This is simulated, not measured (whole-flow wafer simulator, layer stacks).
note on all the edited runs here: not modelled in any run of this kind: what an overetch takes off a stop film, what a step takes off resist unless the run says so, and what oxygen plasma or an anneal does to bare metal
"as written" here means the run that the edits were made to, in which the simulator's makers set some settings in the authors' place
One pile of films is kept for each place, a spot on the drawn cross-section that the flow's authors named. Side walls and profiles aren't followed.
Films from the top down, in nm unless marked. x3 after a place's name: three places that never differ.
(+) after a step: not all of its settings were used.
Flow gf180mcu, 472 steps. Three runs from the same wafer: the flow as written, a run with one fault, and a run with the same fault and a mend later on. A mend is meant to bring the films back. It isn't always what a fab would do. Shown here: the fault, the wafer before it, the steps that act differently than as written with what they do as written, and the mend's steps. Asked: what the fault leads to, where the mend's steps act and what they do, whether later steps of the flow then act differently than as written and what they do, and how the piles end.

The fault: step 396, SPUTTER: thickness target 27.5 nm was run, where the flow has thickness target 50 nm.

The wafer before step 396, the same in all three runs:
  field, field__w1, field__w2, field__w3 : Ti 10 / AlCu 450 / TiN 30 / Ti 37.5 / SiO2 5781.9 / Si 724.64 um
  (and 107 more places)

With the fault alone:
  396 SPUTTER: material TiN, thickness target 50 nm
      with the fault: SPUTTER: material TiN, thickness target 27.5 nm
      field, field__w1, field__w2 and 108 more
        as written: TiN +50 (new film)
        with the fault: TiN +27.5 (new film)
  Later steps of the flow that act differently than as written (1 more step differs only slightly, by at most 2% or 0.5 nm, whichever is larger, and isn't shown):
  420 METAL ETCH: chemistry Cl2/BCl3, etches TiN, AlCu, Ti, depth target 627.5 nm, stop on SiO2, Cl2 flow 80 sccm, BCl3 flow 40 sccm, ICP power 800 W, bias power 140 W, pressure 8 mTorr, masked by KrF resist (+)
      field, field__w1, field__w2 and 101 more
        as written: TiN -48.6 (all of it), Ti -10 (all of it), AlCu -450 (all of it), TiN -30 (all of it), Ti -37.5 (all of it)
        with the fault: TiN -26.1 (all of it), Ti -10 (all of it), AlCu -450 (all of it), TiN -30 (all of it), Ti -37.5 (all of it)
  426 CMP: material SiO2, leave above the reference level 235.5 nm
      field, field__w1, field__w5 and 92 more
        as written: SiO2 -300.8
        with the fault: SiO2 -323.3
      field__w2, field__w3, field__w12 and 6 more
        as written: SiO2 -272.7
        with the fault: SiO2 -296.2
  At the end the piles differ from the flow's by more than 2% or 0.5 nm, whichever is larger, at field__w4, field__w8, contact, m1, m1__w1, mim, mim_1p0, m1_nw.
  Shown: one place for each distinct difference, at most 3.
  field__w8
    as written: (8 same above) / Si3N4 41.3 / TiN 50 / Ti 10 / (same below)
    with the fault: (8 same above) / Si3N4 41.3 / TiN 27.5 / Ti 10 / (same below)
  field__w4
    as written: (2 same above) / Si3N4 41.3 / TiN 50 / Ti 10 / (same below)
    with the fault: (2 same above) / Si3N4 41.3 / TiN 27.5 / Ti 10 / (same below)
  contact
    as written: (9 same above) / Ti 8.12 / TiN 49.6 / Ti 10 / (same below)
    with the fault: (9 same above) / Ti 8.12 / TiN 27.1 / Ti 10 / (same below)

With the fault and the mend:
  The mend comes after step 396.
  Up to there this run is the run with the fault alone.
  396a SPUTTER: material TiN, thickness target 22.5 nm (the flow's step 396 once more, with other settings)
      field, field__w1, field__w2 and 108 more
        TiN +22.5
  No later step of the flow acts differently than as written at any place that is followed.
  At the end the piles are the same as the flow's at every place that both follow.
